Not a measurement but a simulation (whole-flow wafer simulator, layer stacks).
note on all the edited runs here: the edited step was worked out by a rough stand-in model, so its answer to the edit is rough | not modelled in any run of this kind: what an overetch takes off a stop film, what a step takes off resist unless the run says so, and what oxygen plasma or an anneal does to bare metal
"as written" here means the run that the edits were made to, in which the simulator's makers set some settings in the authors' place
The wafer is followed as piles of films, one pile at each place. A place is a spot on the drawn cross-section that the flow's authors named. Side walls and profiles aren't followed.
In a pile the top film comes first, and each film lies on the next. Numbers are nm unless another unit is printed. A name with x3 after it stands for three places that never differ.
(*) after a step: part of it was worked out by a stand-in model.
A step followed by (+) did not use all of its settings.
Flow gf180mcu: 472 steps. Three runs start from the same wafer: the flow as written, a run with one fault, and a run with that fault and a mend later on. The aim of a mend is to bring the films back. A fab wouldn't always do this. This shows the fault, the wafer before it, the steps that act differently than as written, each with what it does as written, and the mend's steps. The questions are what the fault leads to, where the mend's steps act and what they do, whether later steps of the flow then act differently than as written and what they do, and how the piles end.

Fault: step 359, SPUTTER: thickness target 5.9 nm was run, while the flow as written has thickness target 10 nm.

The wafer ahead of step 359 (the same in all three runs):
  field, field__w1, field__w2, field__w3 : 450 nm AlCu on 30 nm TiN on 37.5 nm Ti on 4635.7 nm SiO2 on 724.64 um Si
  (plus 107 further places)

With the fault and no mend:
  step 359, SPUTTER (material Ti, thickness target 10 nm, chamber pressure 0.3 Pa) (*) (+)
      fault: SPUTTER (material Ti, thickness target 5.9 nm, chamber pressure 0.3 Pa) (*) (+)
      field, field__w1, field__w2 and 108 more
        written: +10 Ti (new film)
        fault: +5.9 Ti (new film)
  Steps further on in the flow that do not act as written (5 other steps are not shown; they differ only slightly, by no more than 2% or 0.5 nm, whichever is larger):
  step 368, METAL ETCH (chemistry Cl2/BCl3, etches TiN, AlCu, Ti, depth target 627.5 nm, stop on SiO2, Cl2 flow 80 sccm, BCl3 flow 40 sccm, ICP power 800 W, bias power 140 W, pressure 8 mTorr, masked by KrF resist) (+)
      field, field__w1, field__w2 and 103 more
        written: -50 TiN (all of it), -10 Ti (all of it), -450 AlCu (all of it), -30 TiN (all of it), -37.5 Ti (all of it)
        fault: -50 TiN (all of it), -5.9 Ti (all of it), -450 AlCu (all of it), -30 TiN (all of it), -37.5 Ti (all of it)
  By the end, the piles at field__w8, contact, m1, m1__w1, m1_nw depart from the flow's by more than 2% or 0.5 nm, whichever is larger.
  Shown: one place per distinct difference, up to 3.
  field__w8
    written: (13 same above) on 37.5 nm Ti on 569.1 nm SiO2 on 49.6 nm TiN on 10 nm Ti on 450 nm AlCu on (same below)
    fault: (13 same above) on 37.5 nm Ti on 573.2 nm SiO2 on 49.6 nm TiN on 5.9 nm Ti on 450 nm AlCu on (same below)
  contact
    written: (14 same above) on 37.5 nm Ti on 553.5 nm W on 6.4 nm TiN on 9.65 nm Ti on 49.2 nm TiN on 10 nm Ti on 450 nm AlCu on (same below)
    fault: (14 same above) on 37.5 nm Ti on 557.6 nm W on 6.39 nm TiN on 9.63 nm Ti on 49.2 nm TiN on 5.9 nm Ti on 450 nm AlCu on (same below)

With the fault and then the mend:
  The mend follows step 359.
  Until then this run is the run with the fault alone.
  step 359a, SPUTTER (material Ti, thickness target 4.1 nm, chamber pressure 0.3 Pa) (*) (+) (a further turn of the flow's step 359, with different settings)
      field, field__w1, field__w2 and 108 more
        +4.1 Ti
  None of the later steps of the flow acts differently than as written at any place that is followed.
  The piles end the same as the flow's at every place that both follow.
